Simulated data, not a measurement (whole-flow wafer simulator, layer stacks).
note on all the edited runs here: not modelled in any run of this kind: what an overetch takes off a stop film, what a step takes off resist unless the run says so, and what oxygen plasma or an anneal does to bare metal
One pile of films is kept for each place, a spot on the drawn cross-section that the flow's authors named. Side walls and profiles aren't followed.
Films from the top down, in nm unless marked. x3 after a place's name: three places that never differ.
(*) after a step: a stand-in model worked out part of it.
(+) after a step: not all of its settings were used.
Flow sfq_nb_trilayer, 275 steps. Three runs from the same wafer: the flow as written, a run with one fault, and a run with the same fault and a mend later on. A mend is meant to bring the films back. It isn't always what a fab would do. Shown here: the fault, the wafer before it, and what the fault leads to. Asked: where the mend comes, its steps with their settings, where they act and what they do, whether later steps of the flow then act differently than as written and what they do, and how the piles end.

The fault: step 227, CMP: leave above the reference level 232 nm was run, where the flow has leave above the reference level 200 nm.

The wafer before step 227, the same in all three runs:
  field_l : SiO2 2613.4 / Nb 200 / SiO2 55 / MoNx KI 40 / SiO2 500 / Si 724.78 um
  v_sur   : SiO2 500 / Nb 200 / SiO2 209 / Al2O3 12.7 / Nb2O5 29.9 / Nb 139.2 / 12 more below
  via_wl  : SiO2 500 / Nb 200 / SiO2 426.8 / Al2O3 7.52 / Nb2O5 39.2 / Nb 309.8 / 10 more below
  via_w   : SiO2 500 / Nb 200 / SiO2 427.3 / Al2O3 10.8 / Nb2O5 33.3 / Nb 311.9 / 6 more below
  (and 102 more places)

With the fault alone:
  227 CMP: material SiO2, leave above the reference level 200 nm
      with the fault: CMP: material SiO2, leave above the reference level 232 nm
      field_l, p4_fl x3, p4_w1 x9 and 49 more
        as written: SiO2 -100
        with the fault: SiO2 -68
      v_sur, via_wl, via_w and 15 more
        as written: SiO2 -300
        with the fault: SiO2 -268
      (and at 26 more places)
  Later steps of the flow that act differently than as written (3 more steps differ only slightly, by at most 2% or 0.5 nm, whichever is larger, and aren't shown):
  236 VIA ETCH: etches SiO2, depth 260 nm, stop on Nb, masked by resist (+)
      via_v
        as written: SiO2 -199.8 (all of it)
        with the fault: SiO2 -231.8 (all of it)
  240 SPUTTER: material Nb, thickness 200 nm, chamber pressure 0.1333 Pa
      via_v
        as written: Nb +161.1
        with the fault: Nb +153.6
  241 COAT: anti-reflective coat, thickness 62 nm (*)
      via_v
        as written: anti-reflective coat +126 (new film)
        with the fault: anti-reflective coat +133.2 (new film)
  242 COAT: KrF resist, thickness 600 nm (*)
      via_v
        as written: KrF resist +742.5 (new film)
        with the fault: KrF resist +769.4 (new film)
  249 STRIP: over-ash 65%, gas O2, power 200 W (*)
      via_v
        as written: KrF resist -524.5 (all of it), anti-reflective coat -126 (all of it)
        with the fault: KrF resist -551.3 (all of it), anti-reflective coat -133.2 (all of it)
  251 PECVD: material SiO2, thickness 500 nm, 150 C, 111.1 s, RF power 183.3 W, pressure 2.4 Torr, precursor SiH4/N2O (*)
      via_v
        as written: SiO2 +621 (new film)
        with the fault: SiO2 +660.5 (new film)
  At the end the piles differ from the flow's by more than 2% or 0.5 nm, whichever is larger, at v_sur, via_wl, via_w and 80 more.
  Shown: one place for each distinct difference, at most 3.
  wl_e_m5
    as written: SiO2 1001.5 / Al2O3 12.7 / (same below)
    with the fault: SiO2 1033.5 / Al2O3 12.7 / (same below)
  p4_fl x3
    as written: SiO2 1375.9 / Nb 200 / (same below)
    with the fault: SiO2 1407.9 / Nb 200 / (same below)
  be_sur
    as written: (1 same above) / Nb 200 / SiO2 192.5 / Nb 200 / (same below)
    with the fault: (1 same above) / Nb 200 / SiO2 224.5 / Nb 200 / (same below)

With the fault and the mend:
  The mend comes after step 228.
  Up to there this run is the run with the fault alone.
  228a CMP: material SiO2, leave above the reference level 200 nm (the flow's step 227 once more)
      field_l, v_sur, via_wl and 103 more
        SiO2 -32
  No later step of the flow acts differently than as written at any place that is followed.
  At the end the piles are the same as the flow's at every place that both follow.
